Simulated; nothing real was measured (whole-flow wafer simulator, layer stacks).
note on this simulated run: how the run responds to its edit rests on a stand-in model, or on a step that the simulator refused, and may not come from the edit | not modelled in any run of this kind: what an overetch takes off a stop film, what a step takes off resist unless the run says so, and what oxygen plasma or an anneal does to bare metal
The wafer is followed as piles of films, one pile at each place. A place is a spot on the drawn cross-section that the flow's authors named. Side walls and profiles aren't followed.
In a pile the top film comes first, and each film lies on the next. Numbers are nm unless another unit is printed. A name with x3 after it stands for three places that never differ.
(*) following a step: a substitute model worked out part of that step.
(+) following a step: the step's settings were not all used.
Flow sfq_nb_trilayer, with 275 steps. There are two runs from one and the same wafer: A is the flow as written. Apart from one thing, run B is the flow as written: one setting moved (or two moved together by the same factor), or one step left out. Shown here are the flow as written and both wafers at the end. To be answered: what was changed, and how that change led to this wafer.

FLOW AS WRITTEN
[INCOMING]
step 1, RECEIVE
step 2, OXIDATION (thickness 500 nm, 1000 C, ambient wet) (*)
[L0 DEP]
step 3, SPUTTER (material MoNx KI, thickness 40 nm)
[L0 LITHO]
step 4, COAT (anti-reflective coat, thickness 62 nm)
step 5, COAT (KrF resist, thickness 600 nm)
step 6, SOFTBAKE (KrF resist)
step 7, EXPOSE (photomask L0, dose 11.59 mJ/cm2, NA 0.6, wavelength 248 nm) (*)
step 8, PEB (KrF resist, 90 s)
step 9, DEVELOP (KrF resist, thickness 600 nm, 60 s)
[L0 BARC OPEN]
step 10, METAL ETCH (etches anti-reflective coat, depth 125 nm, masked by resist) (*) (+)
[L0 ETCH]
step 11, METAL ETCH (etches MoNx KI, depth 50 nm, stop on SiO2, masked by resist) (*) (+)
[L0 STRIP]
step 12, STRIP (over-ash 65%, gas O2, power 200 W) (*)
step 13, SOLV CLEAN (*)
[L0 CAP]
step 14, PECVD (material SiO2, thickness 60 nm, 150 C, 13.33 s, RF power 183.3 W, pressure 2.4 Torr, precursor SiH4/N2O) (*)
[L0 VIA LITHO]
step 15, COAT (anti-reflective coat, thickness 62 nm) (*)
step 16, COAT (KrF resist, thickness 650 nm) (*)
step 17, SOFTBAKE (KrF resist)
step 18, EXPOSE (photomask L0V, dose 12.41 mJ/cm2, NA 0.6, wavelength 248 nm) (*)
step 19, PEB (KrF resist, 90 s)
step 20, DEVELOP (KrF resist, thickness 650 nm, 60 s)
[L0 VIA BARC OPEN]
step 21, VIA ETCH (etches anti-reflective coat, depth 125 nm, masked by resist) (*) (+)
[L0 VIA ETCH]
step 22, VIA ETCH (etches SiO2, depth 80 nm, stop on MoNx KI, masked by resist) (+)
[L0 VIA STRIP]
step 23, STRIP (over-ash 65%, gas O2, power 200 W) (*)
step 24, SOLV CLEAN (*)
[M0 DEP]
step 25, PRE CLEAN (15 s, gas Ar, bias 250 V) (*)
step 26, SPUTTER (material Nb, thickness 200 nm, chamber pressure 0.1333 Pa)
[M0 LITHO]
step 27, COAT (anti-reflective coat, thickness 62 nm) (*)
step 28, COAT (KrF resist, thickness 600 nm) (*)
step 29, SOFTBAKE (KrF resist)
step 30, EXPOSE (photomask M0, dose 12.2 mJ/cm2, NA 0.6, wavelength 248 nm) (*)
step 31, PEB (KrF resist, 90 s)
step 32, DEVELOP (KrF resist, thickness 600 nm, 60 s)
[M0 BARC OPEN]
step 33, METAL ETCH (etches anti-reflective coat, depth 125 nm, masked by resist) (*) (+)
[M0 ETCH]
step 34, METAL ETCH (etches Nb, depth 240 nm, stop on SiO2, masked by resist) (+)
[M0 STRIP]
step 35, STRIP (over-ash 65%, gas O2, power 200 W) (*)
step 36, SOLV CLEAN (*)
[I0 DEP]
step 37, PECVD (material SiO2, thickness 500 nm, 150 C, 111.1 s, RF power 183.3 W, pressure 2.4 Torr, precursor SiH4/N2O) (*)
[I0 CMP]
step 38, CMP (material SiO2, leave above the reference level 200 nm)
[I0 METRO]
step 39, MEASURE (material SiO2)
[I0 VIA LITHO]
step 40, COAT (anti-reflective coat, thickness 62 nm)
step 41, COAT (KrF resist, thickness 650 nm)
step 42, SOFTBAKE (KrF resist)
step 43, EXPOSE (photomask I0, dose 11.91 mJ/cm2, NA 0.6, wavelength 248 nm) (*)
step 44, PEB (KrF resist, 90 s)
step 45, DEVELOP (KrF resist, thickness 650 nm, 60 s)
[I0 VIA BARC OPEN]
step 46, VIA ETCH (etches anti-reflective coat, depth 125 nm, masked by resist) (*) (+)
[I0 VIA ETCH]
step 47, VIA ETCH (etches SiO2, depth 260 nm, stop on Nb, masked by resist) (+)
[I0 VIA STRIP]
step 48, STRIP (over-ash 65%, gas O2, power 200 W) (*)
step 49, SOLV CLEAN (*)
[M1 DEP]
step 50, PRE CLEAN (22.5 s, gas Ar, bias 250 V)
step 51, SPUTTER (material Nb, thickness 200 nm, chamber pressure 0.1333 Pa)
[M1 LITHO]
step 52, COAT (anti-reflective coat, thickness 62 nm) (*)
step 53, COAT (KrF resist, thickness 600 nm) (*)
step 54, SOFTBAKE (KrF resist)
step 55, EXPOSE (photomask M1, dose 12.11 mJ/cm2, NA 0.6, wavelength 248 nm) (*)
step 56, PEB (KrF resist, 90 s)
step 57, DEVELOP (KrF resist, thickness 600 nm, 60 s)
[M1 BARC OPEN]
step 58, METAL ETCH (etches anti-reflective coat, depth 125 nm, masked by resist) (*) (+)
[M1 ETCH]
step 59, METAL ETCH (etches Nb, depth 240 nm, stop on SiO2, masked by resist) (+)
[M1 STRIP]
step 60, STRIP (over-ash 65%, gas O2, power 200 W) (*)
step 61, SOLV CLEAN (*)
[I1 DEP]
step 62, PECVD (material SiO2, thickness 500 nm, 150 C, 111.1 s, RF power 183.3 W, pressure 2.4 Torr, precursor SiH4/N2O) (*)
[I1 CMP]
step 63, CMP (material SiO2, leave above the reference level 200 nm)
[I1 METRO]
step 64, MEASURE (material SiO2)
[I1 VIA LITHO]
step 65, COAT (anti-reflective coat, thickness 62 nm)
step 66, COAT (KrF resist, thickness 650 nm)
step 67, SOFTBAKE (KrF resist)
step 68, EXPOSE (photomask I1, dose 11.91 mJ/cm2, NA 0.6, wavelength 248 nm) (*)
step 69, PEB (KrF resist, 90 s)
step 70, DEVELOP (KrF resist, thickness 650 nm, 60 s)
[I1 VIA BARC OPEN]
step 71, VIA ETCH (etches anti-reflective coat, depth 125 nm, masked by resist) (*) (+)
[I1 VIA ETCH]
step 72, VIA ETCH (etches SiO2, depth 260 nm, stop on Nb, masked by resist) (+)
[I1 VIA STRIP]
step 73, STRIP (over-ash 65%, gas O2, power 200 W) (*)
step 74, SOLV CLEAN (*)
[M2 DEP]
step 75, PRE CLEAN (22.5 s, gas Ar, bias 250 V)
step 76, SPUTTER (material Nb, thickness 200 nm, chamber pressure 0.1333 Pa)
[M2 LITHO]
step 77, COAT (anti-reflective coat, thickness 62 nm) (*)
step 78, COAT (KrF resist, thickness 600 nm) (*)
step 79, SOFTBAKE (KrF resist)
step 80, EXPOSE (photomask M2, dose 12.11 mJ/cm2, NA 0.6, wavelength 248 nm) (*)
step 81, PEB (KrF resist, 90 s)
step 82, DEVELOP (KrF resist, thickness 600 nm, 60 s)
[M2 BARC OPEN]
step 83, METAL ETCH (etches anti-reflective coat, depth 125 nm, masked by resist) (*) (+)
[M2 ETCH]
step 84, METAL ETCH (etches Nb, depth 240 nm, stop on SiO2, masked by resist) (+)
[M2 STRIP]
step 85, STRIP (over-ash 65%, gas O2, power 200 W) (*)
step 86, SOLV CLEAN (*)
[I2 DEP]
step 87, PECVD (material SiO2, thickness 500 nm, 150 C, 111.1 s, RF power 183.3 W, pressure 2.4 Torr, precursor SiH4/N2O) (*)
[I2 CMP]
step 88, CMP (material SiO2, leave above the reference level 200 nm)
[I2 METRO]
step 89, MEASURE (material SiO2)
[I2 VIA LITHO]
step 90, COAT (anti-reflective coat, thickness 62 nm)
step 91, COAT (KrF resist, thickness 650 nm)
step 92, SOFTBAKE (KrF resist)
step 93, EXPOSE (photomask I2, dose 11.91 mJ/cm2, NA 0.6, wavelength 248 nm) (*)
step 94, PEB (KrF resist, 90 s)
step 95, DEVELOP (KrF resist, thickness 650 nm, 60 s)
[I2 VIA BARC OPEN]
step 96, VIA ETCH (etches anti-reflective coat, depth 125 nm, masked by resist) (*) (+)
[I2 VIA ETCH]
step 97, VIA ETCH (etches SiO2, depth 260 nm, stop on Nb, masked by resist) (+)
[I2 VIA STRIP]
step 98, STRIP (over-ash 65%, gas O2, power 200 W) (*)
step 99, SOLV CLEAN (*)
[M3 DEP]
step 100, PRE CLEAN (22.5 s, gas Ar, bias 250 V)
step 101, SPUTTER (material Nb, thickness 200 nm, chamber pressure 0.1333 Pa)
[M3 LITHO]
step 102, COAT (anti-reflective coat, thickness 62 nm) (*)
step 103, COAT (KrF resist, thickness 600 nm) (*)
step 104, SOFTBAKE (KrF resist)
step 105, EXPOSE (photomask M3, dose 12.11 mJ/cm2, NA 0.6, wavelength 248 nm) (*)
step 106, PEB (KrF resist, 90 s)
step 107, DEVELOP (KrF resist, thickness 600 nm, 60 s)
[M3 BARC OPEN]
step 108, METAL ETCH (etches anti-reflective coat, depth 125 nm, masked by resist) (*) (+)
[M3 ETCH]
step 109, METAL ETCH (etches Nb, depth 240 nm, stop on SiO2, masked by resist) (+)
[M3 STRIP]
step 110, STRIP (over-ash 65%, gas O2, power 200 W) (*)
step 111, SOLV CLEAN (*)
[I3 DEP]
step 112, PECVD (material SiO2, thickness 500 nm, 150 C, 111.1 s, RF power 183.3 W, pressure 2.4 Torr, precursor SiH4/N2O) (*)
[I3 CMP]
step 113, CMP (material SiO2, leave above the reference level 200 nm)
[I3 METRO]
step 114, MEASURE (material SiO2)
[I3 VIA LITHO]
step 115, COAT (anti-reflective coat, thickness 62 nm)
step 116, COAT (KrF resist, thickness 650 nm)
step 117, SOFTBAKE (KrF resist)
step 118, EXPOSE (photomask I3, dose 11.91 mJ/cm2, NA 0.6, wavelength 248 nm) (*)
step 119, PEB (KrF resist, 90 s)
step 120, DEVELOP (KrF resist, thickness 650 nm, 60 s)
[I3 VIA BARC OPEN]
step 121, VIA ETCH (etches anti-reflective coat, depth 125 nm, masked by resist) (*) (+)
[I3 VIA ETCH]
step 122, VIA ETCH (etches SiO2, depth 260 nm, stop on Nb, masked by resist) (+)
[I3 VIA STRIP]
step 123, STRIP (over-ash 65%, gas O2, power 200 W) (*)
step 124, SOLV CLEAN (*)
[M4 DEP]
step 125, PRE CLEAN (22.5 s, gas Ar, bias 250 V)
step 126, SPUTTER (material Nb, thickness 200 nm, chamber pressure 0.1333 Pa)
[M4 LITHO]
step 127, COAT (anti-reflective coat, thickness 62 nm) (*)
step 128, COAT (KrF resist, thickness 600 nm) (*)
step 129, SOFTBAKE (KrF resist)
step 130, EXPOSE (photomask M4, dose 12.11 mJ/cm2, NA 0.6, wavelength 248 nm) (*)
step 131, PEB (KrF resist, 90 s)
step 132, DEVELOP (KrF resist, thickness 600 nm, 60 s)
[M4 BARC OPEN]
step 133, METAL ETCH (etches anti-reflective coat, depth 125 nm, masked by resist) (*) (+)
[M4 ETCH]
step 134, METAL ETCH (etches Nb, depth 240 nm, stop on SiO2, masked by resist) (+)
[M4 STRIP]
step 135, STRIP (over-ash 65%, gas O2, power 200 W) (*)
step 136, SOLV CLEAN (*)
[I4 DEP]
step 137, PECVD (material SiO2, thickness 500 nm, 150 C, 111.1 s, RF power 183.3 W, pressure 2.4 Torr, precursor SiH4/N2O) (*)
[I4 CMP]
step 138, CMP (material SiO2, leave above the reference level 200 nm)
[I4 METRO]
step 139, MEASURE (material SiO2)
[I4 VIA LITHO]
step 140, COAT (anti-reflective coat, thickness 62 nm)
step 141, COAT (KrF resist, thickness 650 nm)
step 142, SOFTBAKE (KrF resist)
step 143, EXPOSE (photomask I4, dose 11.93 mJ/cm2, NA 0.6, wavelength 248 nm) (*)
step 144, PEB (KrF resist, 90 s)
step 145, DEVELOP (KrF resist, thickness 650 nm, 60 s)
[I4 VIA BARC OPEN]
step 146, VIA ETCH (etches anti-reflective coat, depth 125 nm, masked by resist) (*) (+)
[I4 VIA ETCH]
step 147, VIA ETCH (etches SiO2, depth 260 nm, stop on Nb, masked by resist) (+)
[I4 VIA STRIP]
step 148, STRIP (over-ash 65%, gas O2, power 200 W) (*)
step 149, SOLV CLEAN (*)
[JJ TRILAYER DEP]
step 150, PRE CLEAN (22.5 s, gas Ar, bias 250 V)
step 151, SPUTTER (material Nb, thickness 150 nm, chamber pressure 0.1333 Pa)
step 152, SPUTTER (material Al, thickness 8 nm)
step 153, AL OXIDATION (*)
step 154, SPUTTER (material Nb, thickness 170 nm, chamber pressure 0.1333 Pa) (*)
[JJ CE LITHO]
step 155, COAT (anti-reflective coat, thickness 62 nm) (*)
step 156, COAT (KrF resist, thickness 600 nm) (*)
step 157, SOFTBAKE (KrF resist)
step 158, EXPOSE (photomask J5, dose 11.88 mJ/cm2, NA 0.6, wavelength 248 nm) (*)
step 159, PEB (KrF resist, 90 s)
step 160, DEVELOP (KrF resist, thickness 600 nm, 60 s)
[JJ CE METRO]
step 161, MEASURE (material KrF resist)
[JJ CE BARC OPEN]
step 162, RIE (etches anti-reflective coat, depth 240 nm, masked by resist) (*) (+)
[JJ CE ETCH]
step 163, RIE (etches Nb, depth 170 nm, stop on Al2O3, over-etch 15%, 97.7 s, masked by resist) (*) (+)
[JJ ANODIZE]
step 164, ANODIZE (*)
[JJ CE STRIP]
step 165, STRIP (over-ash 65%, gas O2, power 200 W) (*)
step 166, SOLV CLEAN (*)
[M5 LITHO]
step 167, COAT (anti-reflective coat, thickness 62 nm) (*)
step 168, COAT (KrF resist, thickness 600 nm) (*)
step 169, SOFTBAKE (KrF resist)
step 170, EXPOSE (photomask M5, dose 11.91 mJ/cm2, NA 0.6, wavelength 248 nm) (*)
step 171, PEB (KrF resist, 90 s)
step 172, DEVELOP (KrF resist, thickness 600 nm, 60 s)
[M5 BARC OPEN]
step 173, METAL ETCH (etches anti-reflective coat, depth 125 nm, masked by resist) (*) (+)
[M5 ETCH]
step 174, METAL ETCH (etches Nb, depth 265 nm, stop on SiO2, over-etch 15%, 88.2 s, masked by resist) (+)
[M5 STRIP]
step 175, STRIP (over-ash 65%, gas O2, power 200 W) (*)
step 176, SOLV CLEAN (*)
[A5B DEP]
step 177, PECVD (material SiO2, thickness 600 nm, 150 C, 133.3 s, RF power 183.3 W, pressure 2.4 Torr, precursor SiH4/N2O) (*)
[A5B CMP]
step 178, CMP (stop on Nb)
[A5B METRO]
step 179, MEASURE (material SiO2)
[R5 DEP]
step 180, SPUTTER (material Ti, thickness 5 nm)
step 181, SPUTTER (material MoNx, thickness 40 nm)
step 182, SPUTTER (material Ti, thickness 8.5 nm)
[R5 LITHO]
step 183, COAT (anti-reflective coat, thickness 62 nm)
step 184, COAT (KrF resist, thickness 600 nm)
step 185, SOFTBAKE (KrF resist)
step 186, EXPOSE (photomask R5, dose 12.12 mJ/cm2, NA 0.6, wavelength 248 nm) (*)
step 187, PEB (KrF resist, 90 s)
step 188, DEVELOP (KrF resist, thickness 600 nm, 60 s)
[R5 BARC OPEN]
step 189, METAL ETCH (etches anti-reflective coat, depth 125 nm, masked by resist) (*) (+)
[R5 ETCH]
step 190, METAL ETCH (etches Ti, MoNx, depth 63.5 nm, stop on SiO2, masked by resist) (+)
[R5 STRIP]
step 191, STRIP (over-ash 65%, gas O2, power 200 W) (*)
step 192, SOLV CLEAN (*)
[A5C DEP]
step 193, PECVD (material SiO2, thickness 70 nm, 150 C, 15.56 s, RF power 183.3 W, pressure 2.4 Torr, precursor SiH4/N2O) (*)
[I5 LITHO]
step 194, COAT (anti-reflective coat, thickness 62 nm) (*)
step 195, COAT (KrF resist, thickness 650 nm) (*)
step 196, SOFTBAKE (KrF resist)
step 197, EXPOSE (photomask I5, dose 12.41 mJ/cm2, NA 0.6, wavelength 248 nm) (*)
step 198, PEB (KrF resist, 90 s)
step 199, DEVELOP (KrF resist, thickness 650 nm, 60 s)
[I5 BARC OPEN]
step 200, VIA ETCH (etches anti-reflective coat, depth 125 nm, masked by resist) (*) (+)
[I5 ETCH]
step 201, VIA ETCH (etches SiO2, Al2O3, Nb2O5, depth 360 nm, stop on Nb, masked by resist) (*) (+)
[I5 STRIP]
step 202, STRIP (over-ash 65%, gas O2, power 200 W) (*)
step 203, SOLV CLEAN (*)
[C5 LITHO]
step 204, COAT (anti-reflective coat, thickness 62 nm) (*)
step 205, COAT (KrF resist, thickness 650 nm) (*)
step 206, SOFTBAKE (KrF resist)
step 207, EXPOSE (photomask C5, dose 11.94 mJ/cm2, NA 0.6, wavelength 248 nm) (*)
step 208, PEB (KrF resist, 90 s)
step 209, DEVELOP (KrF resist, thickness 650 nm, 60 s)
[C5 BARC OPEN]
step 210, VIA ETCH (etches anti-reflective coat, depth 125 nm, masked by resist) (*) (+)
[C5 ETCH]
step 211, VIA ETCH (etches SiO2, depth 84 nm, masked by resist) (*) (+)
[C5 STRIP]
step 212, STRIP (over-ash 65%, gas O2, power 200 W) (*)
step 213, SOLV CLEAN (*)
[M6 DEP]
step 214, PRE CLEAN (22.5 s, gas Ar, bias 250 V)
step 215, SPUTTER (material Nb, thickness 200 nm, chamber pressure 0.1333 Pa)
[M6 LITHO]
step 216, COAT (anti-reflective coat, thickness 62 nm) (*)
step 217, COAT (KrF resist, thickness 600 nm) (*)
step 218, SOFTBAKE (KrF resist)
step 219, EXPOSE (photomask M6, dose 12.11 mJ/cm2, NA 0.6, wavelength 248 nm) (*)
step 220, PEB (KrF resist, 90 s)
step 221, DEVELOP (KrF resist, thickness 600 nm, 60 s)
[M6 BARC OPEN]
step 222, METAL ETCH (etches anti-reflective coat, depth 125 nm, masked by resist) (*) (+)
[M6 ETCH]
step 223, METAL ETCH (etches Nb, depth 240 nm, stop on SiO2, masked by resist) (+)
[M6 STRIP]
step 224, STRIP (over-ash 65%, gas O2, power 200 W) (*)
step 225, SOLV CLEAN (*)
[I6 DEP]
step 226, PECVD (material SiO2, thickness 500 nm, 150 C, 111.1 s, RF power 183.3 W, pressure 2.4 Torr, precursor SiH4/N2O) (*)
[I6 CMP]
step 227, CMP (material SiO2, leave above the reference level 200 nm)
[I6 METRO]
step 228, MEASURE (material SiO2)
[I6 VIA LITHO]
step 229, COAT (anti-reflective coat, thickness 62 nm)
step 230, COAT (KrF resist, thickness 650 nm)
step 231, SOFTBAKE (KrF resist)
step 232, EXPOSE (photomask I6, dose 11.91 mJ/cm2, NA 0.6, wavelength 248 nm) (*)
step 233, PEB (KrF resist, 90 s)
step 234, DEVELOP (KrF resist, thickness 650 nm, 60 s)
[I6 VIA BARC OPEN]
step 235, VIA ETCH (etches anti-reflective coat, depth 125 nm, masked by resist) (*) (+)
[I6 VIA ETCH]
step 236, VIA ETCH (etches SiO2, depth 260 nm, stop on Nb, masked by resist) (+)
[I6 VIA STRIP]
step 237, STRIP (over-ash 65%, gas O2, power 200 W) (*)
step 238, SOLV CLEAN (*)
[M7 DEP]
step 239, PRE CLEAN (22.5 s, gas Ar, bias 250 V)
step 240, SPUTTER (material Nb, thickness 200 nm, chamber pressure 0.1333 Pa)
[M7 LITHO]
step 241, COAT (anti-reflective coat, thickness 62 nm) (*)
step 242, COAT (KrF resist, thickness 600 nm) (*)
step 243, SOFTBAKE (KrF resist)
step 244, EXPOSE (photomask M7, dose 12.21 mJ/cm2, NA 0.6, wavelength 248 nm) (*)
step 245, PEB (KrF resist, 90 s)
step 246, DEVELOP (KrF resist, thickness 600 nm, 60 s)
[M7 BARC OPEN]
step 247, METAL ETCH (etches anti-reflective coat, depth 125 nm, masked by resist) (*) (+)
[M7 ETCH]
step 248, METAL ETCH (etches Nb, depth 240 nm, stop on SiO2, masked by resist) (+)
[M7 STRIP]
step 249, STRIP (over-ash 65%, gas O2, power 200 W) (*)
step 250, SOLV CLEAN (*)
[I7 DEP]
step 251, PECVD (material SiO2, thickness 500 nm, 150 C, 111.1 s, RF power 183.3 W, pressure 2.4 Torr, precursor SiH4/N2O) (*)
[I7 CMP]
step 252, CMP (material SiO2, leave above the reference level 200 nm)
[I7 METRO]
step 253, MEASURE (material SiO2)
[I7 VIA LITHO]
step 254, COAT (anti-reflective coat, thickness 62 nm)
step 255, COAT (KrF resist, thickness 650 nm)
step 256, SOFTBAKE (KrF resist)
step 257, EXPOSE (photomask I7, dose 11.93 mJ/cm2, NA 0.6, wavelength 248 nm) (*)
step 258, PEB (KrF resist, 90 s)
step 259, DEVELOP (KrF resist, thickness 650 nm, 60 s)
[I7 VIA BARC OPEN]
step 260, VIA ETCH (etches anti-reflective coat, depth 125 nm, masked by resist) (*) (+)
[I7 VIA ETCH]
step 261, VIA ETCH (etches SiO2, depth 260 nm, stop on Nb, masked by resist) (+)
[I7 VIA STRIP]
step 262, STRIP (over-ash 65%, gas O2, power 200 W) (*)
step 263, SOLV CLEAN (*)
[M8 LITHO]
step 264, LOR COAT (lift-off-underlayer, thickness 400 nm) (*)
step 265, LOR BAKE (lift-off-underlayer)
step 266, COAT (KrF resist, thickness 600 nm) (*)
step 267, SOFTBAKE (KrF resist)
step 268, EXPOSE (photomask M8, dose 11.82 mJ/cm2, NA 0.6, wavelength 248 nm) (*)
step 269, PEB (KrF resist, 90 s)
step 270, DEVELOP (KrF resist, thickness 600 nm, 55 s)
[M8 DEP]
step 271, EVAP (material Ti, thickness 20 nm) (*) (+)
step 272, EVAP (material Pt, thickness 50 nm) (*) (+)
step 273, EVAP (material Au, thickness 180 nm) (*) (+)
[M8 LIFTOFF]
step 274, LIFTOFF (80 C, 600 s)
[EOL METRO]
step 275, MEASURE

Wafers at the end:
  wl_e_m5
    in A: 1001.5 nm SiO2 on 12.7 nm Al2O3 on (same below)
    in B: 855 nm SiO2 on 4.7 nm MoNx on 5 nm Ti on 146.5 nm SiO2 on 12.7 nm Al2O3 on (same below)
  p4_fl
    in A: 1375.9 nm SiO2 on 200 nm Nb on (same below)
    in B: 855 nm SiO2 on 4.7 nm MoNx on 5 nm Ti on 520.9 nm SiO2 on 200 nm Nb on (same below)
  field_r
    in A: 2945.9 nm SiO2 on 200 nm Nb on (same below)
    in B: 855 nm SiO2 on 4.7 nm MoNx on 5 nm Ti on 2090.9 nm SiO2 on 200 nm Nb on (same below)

Cause: step 190, METAL ETCH: depth 43.8 nm was run, though the flow has depth 63.5 nm.

The path from the change to this, step by step:
  step 190, METAL ETCH (etches Ti, MoNx, depth 63.5 nm, stop on SiO2, masked by resist) (+)
      field_l, v_sur, via_wl and 92 more: A Ti loses 8.5 (all of it), MoNx loses 40 (all of it), Ti loses 5 (all of it) | B Ti loses 8.5 (all of it), MoNx loses 35.3
      ce_l, c5j, ce_r, wl_jj: A Ti loses 8.5 (all of it), MoNx loses 40 (all of it), Ti loses 5 (all of it), Nb loses 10 | B Ti loses 8.5 (all of it), MoNx loses 35.3
      (also at 7 further places)
  step 193, PECVD (material SiO2, thickness 70 nm, 150 C, 15.56 s, RF power 183.3 W, pressure 2.4 Torr, precursor SiH4/N2O) (*)
      field_l, v_sur, via_wl and 92 more: A SiO2 gains 70 | B SiO2 gains 70 (new film)
  step 194, COAT (anti-reflective coat, thickness 62 nm) (*)
      wl_j_sl, wl_j_sr: A anti-reflective coat gains 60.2 (new film) | B anti-reflective coat gains 62 (new film)
      r5r_spacepad_l, r5r_spacepad_r: A anti-reflective coat gains 84.4 (new film) | B anti-reflective coat gains 80.2 (new film)
      (also at 11 further places)
  step 201, VIA ETCH (etches SiO2, Al2O3, Nb2O5, depth 360 nm, stop on Nb, masked by resist) (*) (+)
      be: A SiO2 loses 216.4 (all of it), Al2O3 loses 12.7 (all of it), Nb2O5 loses 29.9 (all of it) | B SiO2 loses 69.8 (all of it), MoNx loses 4.7 (all of it), Ti loses 5 (all of it), SiO2 loses 146.5 (all of it), Al2O3 loses 12.7 (all of it), Nb2O5 loses 29.9 (all of it)
  step 202, STRIP (over-ash 65%, gas O2, power 200 W) (*)
      wl_j_sl, wl_j_sr: A KrF resist loses 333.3 (all of it), anti-reflective coat loses 60.2 (all of it) | B KrF resist loses 333.2 (all of it), anti-reflective coat loses 62 (all of it)
      r5r_spacepad_l, r5r_spacepad_r: A KrF resist loses 335.6 (all of it), anti-reflective coat loses 84.4 (all of it) | B KrF resist loses 335.2 (all of it), anti-reflective coat loses 80.2 (all of it)
      (also at 11 further places)
  step 204, COAT (anti-reflective coat, thickness 62 nm) (*)
      wl_j_sl, wl_j_sr: A anti-reflective coat gains 60.2 (new film) | B anti-reflective coat gains 62 (new film)
      r5r_spacepad_l, r5r_spacepad_r: A anti-reflective coat gains 84.4 (new film) | B anti-reflective coat gains 80.2 (new film)
      (also at 11 further places)
  step 210, VIA ETCH (etches anti-reflective coat, depth 125 nm, masked by resist) (*) (+)
      c5j: A anti-reflective coat loses 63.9 (all of it), SiO2 loses 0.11 | B anti-reflective coat loses 61.3 (all of it), SiO2 loses 0.13
  step 211, VIA ETCH (etches SiO2, depth 84 nm, masked by resist) (*) (+)
      c5j: A SiO2 loses 69.9 (all of it), Nb loses 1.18 | B SiO2 loses 69.9 (all of it)
  step 212, STRIP (over-ash 65%, gas O2, power 200 W) (*)
      wl_j_sl, wl_j_sr: A KrF resist loses 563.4 (all of it), anti-reflective coat loses 60.2 (all of it) | B KrF resist loses 562.6 (all of it), anti-reflective coat loses 62 (all of it)
      r5r_spacepad_l, r5r_spacepad_r: A KrF resist loses 565.8 (all of it), anti-reflective coat loses 84.4 (all of it) | B KrF resist loses 564.6 (all of it), anti-reflective coat loses 80.2 (all of it)
      (also at 10 further places)
  step 214, PRE CLEAN (22.5 s, gas Ar, bias 250 V)
      c5j: A Nb loses 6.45 | B MoNx loses 4.7 (all of it), Ti loses 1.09
  step 215, SPUTTER (material Nb, thickness 200 nm, chamber pressure 0.1333 Pa)
      c5j: A Nb gains 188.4 | B Nb gains 189.1 (new film)
  step 216, COAT (anti-reflective coat, thickness 62 nm) (*)
      r5r_line_l, r5r_line_c, r5r_line_r: A anti-reflective coat gains 50 (new film) | B anti-reflective coat gains 51.6 (new film)
      wl_j_sl, wl_j_sr: A anti-reflective coat gains 60.2 (new film) | B anti-reflective coat gains 62 (new film)
      (also at 11 further places)
  step 222, METAL ETCH (etches anti-reflective coat, depth 125 nm, masked by resist) (*) (+)
      r5r_line_l, r5r_line_c, r5r_line_r: A anti-reflective coat loses 50 (all of it) | B anti-reflective coat loses 51.6 (all of it)
      r5r_spacepad_l, r5r_spacepad_r: A anti-reflective coat loses 85.7 (all of it) | B anti-reflective coat loses 81 (all of it)
      (also at 1 further place)
  step 224, STRIP (over-ash 65%, gas O2, power 200 W) (*)
      wl_j_sl, wl_j_sr: A KrF resist loses 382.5 (all of it), anti-reflective coat loses 60.2 (all of it) | B KrF resist loses 382.4 (all of it), anti-reflective coat loses 62 (all of it)
      be_sur: A KrF resist loses 371.2 (all of it), anti-reflective coat loses 43.8 (all of it) | B KrF resist loses 371 (all of it), anti-reflective coat loses 42.8 (all of it)
      (also at 7 further places)
  step 226, PECVD (material SiO2, thickness 500 nm, 150 C, 111.1 s, RF power 183.3 W, pressure 2.4 Torr, precursor SiH4/N2O) (*)
      r5r_spacepad_l, r5r_spacepad_r: A SiO2 gains 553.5 | B SiO2 gains 541.3
  step 227, CMP (material SiO2, leave above the reference level 200 nm)
      ce_l, ce_r, wl_jj: A SiO2 loses 290 | B SiO2 loses 300
      be_r, r_sur, r_end: A SiO2 loses 353.5 | B SiO2 loses 343.8
      (also at 7 further places)
If metal films that touch count as one body, wl_e_m5 has 7 bodies (between them, from the top down: SiO2 146.5 / Al2O3 12.7 / Nb2O5 29.9; SiO2 192.5; SiO2 192.5; SiO2 192.5; SiO2 192.5; SiO2 192.5); the flow as written gives 6 bodies (between them, from the top down: SiO2 192.5; SiO2 192.5; SiO2 192.5; SiO2 192.5; SiO2 192.5).
If metal films that touch count as one body, p4_fl has 3 bodies (between them, from the top down: SiO2 520.9; SiO2 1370); the flow as written gives 2 bodies (between them, from the top down: SiO2 1370).
If metal films that touch count as one body, field_r has 2 bodies (between them, from the top down: SiO2 2090.9); the flow as written gives 1 body.
